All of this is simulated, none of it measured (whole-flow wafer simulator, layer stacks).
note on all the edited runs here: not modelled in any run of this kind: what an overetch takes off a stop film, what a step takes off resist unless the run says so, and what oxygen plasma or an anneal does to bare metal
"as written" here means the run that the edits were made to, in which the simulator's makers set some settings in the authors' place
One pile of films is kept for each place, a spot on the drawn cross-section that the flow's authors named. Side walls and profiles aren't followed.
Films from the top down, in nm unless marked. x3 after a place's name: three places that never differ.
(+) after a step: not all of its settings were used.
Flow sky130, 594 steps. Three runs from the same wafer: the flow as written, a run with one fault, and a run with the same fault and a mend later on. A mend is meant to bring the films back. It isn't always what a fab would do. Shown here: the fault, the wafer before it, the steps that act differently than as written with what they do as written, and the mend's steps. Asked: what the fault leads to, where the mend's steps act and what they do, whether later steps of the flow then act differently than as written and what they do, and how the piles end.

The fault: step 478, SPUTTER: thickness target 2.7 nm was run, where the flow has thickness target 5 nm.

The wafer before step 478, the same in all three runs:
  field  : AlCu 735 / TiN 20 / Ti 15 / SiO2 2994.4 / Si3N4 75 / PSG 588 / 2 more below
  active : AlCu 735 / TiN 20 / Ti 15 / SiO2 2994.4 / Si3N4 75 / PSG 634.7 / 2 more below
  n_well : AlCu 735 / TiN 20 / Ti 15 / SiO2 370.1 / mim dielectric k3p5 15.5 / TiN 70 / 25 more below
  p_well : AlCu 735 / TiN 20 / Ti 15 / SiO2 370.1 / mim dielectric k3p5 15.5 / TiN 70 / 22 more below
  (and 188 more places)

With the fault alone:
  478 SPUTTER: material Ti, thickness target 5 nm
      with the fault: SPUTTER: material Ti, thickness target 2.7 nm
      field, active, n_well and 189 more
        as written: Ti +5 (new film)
        with the fault: Ti +2.7 (new film)
  Later steps of the flow that act differently than as written (16 more steps differ only slightly, by at most 2% or 0.5 nm, whichever is larger, and aren't shown):
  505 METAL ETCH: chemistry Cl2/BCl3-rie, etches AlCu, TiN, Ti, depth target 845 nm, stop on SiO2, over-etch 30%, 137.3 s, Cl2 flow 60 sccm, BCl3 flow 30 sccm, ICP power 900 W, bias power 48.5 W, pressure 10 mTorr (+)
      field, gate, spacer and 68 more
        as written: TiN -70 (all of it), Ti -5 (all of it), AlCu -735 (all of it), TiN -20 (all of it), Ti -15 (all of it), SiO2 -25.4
        with the fault: TiN -70 (all of it), Ti -2.7 (all of it), AlCu -735 (all of it), TiN -20 (all of it), Ti -15 (all of it), SiO2 -25.6
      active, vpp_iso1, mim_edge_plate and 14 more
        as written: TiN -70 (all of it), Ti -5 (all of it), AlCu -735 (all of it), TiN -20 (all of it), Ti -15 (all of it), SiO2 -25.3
        with the fault: TiN -70 (all of it), Ti -2.7 (all of it), AlCu -735 (all of it), TiN -20 (all of it), Ti -15 (all of it), SiO2 -25.6
  At the end the piles differ from the flow's by more than 2% or 0.5 nm, whichever is larger, at n_well, p_well, gate_hv and 102 more.
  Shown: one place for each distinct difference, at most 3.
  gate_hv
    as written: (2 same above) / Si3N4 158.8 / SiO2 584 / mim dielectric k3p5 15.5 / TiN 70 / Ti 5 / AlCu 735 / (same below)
    with the fault: (2 same above) / Si3N4 158.8 / SiO2 586.3 / mim dielectric k3p5 15.5 / TiN 70 / Ti 2.7 / AlCu 735 / (same below)
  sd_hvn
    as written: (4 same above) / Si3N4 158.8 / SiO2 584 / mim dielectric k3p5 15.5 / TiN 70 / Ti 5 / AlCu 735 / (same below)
    with the fault: (4 same above) / Si3N4 158.8 / SiO2 586.3 / mim dielectric k3p5 15.5 / TiN 70 / Ti 2.7 / AlCu 735 / (same below)
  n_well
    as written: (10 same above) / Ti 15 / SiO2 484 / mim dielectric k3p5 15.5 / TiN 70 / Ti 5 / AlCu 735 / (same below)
    with the fault: (10 same above) / Ti 15 / SiO2 486.3 / mim dielectric k3p5 15.5 / TiN 70 / Ti 2.7 / AlCu 735 / (same below)

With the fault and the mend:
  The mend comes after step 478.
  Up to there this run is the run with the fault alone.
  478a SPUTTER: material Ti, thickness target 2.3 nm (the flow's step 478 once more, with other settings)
      field, active, n_well and 189 more
        Ti +2.3
  No later step of the flow acts differently than as written at any place that is followed.
  At the end the piles are the same as the flow's at every place that both follow.
